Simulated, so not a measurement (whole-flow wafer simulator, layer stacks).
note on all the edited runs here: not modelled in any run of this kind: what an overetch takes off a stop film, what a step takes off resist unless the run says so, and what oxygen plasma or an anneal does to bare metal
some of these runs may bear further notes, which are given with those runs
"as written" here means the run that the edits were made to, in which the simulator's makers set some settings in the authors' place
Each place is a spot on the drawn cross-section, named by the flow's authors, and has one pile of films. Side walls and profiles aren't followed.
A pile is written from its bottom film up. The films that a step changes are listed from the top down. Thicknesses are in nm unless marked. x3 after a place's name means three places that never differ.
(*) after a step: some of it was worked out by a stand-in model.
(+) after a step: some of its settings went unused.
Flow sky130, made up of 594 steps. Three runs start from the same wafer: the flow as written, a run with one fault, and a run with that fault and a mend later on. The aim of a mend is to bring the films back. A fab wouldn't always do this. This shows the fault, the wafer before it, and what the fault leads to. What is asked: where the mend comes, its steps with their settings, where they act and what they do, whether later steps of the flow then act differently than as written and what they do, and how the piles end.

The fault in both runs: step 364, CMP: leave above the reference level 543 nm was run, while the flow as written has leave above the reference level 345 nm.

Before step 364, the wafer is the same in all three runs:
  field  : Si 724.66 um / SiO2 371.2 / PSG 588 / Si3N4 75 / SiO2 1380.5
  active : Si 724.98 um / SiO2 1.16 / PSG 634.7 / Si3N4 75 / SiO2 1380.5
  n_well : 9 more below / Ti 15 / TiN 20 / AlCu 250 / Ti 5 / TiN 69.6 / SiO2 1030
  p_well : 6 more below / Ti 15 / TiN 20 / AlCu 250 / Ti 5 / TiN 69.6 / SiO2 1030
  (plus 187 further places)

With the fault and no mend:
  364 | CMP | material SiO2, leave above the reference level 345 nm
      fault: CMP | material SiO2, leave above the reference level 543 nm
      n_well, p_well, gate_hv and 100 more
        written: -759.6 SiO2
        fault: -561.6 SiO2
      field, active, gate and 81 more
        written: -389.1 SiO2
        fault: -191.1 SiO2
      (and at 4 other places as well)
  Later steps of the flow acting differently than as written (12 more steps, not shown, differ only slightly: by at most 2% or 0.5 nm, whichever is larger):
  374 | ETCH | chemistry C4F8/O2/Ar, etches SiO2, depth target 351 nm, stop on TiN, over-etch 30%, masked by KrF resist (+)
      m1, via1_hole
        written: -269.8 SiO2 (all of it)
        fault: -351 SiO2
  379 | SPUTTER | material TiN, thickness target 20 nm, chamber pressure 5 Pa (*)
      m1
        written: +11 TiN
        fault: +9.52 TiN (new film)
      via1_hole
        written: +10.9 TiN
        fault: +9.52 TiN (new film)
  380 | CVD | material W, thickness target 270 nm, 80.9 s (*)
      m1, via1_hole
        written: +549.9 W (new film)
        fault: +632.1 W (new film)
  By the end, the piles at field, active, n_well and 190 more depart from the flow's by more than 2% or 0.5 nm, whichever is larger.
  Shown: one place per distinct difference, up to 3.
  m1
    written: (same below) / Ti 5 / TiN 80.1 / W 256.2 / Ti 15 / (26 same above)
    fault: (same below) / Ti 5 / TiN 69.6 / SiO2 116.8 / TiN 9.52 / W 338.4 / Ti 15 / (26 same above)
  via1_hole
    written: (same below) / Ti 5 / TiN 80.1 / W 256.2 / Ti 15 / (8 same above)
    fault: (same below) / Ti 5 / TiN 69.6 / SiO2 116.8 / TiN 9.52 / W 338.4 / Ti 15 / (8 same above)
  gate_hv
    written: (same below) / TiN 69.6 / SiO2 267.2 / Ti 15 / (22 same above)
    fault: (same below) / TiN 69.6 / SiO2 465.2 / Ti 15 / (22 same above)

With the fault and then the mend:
  The mend stands after step 364.
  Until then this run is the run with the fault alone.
  364a | CMP | material SiO2, leave above the reference level 345 nm (the flow's step 364 again)
      field, active, n_well and 188 more
        -198 SiO2
  Every later step of the flow that is run acts as written at every place that is followed.
  The piles end the same as the flow's at every place that both follow.
